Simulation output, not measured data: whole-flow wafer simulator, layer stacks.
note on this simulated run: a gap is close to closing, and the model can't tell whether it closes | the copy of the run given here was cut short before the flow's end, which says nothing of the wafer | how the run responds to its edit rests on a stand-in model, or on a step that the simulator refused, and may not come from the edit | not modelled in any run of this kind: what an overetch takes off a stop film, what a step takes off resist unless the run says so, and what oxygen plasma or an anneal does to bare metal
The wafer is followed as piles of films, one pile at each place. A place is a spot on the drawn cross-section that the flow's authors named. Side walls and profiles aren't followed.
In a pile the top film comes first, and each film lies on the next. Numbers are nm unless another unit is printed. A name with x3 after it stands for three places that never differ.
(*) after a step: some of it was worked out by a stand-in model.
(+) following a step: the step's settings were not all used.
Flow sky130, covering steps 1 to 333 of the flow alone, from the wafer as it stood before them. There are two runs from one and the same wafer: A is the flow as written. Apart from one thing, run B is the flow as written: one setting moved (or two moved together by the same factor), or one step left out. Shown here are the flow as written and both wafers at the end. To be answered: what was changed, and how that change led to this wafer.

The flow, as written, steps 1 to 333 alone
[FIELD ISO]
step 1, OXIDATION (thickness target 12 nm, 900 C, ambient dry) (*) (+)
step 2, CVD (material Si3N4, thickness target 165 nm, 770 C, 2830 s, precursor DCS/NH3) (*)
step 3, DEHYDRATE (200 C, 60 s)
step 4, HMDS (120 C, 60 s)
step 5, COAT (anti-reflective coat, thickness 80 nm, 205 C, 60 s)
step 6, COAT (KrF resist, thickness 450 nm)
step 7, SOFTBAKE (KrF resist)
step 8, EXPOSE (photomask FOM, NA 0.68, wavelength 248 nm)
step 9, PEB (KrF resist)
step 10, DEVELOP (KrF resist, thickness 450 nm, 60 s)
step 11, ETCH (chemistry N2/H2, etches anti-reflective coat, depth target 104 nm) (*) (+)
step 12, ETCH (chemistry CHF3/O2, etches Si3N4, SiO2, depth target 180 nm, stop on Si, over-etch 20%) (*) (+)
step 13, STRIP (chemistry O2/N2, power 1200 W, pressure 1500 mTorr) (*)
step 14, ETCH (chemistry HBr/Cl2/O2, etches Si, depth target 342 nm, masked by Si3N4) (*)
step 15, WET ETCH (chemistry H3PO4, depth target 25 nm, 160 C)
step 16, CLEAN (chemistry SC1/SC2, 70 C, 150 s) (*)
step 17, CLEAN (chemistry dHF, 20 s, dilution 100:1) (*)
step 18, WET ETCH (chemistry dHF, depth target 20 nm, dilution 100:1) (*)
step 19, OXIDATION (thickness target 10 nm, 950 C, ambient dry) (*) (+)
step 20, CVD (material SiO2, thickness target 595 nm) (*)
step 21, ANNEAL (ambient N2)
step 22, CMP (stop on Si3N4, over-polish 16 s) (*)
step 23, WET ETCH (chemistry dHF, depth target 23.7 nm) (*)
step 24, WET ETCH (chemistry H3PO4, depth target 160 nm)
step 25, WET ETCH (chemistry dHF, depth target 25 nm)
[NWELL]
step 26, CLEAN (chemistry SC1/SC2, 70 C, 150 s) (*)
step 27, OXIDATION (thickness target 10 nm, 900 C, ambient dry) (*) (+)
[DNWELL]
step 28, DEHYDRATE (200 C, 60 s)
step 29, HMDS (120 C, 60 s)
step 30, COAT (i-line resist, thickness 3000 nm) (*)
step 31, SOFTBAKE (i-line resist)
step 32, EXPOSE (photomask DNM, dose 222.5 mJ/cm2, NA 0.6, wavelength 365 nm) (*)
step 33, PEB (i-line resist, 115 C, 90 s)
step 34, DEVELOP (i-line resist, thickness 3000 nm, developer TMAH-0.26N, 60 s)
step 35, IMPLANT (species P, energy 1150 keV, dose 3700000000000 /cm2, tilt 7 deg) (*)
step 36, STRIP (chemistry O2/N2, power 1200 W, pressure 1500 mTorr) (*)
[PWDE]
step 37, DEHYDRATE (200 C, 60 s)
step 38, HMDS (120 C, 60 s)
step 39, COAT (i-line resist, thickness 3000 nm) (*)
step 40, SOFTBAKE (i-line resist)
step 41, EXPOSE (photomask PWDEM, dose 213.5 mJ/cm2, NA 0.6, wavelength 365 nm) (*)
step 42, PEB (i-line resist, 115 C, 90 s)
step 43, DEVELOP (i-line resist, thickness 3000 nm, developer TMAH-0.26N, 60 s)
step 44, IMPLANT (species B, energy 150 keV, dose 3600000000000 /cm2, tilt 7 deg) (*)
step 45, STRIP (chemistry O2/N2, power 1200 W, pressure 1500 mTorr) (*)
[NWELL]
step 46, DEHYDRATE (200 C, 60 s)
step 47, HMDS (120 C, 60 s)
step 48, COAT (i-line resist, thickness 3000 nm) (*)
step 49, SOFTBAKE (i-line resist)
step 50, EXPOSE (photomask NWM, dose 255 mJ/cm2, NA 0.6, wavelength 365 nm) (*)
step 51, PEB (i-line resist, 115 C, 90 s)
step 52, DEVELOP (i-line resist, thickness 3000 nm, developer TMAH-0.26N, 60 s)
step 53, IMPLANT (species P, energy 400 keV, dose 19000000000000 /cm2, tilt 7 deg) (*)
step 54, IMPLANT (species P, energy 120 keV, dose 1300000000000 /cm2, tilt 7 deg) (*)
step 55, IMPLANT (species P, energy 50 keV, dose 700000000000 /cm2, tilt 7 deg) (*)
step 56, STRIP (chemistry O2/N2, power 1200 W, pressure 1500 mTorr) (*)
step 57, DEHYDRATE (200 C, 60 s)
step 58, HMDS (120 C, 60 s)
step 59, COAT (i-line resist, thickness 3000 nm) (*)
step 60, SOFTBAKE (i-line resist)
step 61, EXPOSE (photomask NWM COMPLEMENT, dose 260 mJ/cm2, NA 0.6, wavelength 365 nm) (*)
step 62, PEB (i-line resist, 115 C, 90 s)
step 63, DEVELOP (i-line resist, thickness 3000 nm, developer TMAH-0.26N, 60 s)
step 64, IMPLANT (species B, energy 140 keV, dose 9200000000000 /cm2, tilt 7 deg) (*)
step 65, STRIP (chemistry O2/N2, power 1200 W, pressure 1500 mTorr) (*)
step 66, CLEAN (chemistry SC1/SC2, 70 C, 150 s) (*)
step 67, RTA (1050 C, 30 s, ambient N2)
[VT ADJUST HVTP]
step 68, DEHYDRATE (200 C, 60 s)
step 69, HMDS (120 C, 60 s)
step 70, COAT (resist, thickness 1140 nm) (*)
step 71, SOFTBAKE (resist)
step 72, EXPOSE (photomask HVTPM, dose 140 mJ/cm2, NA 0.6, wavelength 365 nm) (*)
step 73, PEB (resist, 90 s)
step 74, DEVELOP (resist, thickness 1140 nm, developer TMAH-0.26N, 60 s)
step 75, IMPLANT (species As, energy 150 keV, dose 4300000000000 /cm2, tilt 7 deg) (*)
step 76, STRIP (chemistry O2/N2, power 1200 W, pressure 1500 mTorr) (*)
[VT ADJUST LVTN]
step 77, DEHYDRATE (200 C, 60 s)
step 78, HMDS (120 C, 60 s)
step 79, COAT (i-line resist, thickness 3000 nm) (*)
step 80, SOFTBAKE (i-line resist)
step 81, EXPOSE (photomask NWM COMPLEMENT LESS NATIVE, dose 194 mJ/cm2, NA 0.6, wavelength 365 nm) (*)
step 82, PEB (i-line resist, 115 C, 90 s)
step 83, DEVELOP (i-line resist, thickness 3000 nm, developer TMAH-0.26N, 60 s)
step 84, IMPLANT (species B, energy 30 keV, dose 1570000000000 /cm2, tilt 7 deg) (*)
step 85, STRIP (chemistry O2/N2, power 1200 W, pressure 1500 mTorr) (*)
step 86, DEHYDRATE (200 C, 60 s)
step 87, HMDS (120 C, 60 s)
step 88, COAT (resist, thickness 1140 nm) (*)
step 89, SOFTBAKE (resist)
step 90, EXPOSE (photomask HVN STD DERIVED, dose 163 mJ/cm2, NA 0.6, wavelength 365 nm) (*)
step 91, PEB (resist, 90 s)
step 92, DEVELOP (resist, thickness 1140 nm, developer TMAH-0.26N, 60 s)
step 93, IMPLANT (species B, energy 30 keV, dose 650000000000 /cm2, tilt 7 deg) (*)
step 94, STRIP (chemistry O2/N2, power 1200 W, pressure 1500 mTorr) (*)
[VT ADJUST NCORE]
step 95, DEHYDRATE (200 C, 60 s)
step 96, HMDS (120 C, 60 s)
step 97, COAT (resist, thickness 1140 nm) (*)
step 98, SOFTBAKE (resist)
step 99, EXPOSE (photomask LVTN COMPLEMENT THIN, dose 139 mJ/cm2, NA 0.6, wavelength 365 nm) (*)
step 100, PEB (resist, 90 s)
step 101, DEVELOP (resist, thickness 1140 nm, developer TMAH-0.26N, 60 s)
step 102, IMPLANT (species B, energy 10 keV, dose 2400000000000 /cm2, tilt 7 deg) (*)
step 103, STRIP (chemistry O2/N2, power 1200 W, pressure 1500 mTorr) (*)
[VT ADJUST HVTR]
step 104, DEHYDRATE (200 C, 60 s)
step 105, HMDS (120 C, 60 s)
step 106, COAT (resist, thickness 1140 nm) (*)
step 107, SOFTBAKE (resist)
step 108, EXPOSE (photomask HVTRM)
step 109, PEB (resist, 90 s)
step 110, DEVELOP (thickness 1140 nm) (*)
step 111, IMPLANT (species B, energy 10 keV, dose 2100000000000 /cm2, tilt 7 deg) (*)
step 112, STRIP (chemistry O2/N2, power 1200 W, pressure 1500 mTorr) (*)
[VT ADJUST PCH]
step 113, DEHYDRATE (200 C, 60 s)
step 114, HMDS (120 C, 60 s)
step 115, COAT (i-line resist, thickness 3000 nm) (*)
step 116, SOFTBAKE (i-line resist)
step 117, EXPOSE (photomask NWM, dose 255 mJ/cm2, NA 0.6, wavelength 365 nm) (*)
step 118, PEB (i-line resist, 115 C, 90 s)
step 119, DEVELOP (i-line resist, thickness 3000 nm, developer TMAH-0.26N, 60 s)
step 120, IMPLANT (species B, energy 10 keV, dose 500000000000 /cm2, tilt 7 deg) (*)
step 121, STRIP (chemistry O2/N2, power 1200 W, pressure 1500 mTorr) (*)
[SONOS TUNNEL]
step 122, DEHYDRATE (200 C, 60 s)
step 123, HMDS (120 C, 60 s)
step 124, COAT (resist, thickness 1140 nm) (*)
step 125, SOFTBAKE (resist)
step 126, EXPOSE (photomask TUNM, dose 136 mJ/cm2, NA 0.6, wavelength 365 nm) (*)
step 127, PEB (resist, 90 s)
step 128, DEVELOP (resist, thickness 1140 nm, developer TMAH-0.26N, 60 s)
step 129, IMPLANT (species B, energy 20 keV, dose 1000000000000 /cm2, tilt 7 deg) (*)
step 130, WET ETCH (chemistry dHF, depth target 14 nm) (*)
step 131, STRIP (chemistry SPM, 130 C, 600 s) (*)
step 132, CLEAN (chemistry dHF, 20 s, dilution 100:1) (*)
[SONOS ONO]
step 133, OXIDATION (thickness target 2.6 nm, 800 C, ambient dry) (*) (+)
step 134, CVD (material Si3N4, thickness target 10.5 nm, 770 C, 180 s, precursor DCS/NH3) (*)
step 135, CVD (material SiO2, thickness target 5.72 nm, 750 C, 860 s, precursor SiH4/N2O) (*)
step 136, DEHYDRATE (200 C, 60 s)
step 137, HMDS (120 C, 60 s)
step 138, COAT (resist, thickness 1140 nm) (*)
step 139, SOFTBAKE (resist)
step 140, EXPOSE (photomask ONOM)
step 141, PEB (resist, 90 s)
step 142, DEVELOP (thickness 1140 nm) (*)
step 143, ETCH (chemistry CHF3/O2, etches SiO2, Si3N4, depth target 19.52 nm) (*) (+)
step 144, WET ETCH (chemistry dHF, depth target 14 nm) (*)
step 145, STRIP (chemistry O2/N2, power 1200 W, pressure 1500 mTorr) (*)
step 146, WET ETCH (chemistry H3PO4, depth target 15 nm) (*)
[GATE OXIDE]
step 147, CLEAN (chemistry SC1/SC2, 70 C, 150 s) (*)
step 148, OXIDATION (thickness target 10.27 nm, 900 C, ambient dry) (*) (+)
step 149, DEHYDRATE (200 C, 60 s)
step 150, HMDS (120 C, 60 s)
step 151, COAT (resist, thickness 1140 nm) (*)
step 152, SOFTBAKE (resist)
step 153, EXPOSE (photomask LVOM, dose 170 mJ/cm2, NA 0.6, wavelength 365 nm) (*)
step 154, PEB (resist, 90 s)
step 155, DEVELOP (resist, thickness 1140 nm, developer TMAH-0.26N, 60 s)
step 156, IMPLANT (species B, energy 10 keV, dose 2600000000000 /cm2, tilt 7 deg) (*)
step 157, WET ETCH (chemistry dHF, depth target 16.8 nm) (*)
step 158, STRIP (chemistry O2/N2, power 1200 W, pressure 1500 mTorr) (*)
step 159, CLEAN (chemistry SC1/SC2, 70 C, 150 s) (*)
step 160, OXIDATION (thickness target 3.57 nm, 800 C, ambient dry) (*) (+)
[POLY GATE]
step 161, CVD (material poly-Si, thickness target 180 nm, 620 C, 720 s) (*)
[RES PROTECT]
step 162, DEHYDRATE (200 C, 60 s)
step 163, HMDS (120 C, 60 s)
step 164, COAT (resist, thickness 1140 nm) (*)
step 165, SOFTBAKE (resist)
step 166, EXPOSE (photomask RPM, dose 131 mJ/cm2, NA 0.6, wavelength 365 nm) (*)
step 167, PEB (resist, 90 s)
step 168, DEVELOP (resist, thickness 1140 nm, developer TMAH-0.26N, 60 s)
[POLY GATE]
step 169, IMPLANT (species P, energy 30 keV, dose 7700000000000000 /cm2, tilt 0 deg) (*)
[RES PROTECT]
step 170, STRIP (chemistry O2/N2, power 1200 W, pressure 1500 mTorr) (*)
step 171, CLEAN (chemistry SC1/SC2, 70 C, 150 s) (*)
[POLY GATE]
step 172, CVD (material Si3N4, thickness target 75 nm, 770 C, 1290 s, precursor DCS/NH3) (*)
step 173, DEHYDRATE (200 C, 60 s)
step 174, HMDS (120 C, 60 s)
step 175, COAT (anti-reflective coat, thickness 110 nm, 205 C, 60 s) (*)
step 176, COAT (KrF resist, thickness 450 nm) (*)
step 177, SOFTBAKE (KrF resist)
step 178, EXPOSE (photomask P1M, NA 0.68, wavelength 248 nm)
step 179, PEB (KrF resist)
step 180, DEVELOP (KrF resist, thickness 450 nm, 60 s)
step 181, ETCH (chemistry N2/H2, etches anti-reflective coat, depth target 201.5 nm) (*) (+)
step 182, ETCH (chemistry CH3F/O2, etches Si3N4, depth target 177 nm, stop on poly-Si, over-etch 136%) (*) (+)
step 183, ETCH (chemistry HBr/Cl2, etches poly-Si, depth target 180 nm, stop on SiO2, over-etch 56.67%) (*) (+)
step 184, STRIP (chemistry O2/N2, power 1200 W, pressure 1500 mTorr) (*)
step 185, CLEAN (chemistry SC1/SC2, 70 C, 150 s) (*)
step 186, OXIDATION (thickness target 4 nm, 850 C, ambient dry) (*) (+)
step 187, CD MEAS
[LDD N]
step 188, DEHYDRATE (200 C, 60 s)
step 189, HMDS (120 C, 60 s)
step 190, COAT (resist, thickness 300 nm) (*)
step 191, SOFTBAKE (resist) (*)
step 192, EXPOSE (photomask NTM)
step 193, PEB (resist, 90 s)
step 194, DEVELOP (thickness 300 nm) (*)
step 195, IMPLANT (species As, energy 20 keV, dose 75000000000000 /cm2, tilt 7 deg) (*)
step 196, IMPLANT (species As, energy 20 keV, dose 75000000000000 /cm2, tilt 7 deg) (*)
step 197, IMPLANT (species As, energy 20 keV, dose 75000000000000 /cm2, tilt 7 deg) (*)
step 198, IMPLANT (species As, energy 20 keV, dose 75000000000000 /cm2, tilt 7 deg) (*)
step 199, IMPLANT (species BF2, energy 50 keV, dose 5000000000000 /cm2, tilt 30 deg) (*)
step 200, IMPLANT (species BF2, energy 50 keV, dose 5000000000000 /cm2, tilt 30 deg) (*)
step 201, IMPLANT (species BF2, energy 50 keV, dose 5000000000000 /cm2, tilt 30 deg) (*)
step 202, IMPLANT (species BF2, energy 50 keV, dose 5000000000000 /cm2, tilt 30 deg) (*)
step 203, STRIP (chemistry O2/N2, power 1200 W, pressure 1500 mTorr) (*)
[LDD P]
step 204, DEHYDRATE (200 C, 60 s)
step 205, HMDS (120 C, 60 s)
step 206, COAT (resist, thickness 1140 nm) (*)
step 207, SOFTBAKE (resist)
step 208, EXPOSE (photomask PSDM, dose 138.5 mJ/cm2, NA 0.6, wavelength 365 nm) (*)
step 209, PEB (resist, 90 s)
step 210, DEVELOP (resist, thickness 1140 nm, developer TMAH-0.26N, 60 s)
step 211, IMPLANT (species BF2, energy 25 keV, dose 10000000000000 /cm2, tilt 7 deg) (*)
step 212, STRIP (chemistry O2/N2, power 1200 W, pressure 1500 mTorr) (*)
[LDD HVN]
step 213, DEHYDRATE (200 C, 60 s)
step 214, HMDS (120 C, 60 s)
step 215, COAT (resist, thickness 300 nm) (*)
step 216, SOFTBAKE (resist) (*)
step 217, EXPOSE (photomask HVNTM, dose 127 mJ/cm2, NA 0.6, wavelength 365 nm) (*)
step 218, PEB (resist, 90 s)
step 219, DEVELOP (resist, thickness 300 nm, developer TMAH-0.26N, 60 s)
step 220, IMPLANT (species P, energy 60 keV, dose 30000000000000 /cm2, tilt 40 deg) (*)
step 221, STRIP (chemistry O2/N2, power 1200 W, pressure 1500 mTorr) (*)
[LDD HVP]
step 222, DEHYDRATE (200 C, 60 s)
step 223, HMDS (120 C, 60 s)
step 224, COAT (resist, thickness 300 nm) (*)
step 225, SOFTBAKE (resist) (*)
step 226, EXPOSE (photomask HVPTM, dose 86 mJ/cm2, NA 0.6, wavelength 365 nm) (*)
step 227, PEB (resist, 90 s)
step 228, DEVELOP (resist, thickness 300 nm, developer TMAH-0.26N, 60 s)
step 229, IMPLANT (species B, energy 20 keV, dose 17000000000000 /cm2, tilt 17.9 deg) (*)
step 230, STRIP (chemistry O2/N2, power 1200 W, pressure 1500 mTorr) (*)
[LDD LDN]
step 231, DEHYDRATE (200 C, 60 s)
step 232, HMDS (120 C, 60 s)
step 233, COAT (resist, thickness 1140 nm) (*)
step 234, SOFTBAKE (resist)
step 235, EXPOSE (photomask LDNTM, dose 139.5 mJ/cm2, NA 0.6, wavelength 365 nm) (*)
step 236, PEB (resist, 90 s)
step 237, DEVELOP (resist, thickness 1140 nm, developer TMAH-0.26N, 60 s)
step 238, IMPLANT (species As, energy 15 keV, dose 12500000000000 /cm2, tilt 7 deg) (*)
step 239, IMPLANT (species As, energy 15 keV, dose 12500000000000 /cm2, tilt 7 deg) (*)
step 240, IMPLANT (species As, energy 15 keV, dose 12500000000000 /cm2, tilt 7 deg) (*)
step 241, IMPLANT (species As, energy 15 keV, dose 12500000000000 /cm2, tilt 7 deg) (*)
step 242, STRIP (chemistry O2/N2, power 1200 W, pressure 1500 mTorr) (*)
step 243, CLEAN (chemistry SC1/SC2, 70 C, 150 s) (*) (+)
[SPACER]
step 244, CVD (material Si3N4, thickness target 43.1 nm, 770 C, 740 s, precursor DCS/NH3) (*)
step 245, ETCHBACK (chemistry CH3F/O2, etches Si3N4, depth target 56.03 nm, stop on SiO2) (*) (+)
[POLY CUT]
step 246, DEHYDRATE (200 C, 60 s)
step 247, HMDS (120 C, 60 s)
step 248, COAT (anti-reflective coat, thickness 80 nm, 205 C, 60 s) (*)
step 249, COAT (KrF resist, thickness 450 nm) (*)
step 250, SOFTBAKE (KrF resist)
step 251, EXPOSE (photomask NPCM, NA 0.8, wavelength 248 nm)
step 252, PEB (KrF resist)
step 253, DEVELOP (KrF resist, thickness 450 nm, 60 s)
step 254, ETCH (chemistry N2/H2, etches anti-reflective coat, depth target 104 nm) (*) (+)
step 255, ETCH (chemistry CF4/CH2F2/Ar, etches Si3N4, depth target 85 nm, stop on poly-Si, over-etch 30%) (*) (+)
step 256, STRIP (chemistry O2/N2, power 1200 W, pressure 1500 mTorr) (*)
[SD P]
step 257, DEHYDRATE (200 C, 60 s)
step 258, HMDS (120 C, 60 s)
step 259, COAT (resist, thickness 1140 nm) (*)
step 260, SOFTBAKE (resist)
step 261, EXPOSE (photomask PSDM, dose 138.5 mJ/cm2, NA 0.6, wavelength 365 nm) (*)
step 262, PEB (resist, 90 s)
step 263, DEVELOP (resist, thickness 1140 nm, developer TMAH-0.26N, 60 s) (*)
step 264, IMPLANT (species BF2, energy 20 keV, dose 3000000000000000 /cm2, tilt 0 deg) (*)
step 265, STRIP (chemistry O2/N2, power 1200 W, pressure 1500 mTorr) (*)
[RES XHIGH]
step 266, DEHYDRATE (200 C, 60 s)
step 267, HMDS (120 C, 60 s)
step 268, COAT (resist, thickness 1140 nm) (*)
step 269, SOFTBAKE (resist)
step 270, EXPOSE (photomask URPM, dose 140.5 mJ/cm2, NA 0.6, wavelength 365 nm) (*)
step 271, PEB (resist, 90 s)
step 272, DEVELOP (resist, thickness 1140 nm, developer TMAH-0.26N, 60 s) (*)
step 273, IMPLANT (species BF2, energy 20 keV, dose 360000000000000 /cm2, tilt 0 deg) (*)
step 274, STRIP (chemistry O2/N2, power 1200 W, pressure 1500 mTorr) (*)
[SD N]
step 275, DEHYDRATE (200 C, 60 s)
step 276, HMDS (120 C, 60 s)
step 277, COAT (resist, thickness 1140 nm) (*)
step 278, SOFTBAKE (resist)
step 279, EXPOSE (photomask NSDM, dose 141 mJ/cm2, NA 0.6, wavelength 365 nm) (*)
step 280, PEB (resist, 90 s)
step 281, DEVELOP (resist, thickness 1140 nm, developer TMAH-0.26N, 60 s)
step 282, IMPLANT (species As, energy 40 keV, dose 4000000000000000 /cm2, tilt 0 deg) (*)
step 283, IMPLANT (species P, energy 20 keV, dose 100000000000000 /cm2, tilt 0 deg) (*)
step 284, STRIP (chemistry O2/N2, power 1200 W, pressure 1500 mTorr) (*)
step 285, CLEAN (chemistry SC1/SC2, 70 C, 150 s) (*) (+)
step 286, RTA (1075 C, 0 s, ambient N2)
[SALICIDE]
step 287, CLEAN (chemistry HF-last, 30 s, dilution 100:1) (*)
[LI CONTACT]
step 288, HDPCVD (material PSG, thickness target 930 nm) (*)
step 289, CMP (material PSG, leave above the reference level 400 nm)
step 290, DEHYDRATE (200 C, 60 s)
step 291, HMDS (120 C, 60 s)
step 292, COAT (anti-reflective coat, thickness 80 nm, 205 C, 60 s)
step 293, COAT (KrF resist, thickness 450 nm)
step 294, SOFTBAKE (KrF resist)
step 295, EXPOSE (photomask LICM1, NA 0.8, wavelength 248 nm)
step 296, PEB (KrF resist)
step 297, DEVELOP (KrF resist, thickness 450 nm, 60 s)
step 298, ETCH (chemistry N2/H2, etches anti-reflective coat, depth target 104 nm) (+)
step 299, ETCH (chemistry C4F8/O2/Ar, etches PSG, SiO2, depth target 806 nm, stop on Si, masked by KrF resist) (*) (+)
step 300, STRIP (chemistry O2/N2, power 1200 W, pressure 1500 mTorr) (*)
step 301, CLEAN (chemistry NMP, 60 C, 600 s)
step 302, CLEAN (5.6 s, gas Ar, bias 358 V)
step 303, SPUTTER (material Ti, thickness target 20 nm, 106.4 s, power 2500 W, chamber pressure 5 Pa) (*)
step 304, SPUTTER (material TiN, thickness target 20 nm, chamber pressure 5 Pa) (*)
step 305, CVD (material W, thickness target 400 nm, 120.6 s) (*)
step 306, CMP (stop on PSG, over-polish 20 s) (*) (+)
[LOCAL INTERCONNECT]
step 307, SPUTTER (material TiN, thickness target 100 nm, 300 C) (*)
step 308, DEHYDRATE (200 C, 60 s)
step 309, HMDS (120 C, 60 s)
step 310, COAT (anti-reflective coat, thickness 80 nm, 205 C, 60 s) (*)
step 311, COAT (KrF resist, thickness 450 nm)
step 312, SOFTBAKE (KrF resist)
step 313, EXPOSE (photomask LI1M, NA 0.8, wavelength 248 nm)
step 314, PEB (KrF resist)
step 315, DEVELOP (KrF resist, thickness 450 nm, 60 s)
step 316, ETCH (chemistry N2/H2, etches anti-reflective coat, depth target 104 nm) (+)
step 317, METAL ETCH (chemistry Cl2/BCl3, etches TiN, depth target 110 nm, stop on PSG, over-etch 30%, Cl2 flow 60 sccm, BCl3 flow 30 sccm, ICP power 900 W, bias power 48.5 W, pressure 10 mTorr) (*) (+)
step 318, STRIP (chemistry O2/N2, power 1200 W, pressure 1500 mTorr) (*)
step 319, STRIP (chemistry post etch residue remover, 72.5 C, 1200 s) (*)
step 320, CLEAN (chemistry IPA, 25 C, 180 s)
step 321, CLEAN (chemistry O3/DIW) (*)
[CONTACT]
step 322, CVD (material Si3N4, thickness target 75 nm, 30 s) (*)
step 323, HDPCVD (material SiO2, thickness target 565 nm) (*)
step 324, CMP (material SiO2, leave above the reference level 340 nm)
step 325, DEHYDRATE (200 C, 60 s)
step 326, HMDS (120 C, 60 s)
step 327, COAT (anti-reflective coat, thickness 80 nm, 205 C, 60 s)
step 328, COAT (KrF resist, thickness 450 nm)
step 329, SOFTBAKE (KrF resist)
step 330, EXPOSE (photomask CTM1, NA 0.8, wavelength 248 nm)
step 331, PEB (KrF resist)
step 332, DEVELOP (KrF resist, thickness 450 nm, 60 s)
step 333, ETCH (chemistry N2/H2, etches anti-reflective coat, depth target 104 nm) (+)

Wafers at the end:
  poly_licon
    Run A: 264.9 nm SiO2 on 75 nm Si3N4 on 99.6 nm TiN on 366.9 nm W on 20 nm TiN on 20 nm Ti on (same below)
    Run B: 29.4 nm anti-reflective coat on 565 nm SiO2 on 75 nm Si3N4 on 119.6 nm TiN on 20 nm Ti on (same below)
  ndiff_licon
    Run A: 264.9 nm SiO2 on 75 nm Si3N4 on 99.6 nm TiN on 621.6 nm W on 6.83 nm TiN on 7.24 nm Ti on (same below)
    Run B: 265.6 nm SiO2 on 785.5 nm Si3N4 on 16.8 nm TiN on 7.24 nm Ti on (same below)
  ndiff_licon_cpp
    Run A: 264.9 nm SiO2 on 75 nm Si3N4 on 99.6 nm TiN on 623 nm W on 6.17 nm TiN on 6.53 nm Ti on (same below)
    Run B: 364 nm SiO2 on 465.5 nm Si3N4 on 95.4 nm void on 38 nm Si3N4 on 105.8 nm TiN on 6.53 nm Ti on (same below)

The reason: step 305, CVD: material W, thickness target 400 nm, 120.6 s (*), was not run.

How this came from the change, step by step:
  step 306, CMP (stop on PSG, over-polish 20 s) (*) (+)
      field, active, n_well and 184 more: A W loses 400 (all of it), TiN loses 20 (all of it), Ti loses 20 (all of it), PSG loses 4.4 | B TiN loses 20 (all of it), Ti loses 20 (all of it), PSG loses 4.4
      ndiff_licon, ndiff_licon_cpp, rpo_hd_licon: A W loses 444.9 | B nothing
      (as well as at 1 more place)
  step 307, SPUTTER (material TiN, thickness target 100 nm, 300 C) (*)
      poly_licon, ndiff_licon_cpp, rpo_hd_licon: A TiN gains 100 (new film) | B TiN gains 100
      ndiff_licon: A TiN gains 100 (new film) | B TiN gains 10.4
  step 310, COAT (anti-reflective coat, thickness 80 nm, 205 C, 60 s) (*)
      rpm_encl, rpm_encl_psd: A anti-reflective coat gains 80 (new film) | B anti-reflective coat gains 73.6 (new film)
      mim: A anti-reflective coat gains 80 (new film) | B anti-reflective coat gains 88.6 (new film)
      (as well as at 9 more places)
  step 311, COAT (KrF resist, thickness 450 nm)
      poly_licon, rpo_hd_licon: A KrF resist gains 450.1 (new film) | B KrF resist gains 620.2 (new film)
      ndiff_licon_rim: A KrF resist gains 450 (new film) | B KrF resist gains 481.5 (new film)
      (as well as at 3 more places)
  step 314, PEB (KrF resist)
      poly_licon, rpo_hd_licon: A KrF resist loses 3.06 | B KrF resist loses 4.24
      ndiff_licon: A KrF resist loses 3.06 | B KrF resist loses 5.68
      (as well as at 1 more place)
  step 315, DEVELOP (KrF resist, thickness 450 nm, 60 s)
      rpo_hd: A KrF resist loses 447 (all of it) | B KrF resist loses 467 (all of it)
  step 316, ETCH (chemistry N2/H2, etches anti-reflective coat, depth target 104 nm) (+)
      rpm_encl, rpm_encl_psd: A anti-reflective coat loses 80 (all of it), TiN loses 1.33 | B anti-reflective coat loses 73.6 (all of it), TiN loses 1.69
      rpo_hd: A anti-reflective coat loses 80 (all of it), TiN loses 1.34 | B anti-reflective coat loses 44.1 (all of it), TiN loses 3.33
      (as well as at 3 more places)
  step 317, METAL ETCH (chemistry Cl2/BCl3, etches TiN, depth target 110 nm, stop on PSG, over-etch 30%, Cl2 flow 60 sccm, BCl3 flow 30 sccm, ICP power 900 W, bias power 48.5 W, pressure 10 mTorr) (*) (+)
      rpo_hd: A TiN loses 98.7 (all of it) | B TiN loses 96.7 (all of it)
  step 318, STRIP (chemistry O2/N2, power 1200 W, pressure 1500 mTorr) (*)
      mim: A KrF resist loses 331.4 (all of it), anti-reflective coat loses 80 (all of it) | B KrF resist loses 326.1 (all of it), anti-reflective coat loses 88.6 (all of it)
      poly_licon: A KrF resist loses 331.5 (all of it), anti-reflective coat loses 80.4 (all of it) | B KrF resist loses 500.4 (all of it), anti-reflective coat loses 255.7 (all of it)
      (as well as at 4 more places)
  step 322, CVD (material Si3N4, thickness target 75 nm, 30 s) (*)
      ndiff_licon_cpp: A Si3N4 gains 75 (new film) | B Si3N4 gains 465.5 (new film), void gains 95.4 (new film), Si3N4 gains 38 (new film)
      ndiff_licon: A Si3N4 gains 75 (new film) | B Si3N4 gains 785.5 (new film)
  step 324, CMP (material SiO2, leave above the reference level 340 nm)
      poly_licon, rpo_hd_licon: A SiO2 loses 299.5 | B nothing
      ndiff_licon_cpp: A SiO2 loses 299.5 | B SiO2 loses 200.4
  step 327, COAT (anti-reflective coat, thickness 80 nm, 205 C, 60 s)
      rpm_encl, rpm_encl_psd: A anti-reflective coat gains 80 (new film) | B anti-reflective coat gains 75.8 (new film)
      nw_fld: A anti-reflective coat gains 80 (new film) | B anti-reflective coat gains 76.7 (new film)
      (as well as at 4 more places)
  step 328, COAT (KrF resist, thickness 450 nm)
      poly_licon, rpo_hd_licon: A KrF resist gains 450 (new film) | B KrF resist gains 459.5 (new film)
  step 332, DEVELOP (KrF resist, thickness 450 nm, 60 s)
      poly_licon, rpo_hd_licon: A KrF resist loses 446.9 (all of it) | B KrF resist loses 456.4 (all of it)
  step 333, ETCH (chemistry N2/H2, etches anti-reflective coat, depth target 104 nm) (+)
      poly_licon, rpo_hd_licon: A anti-reflective coat loses 80 (all of it), SiO2 loses 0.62 | B anti-reflective coat loses 104
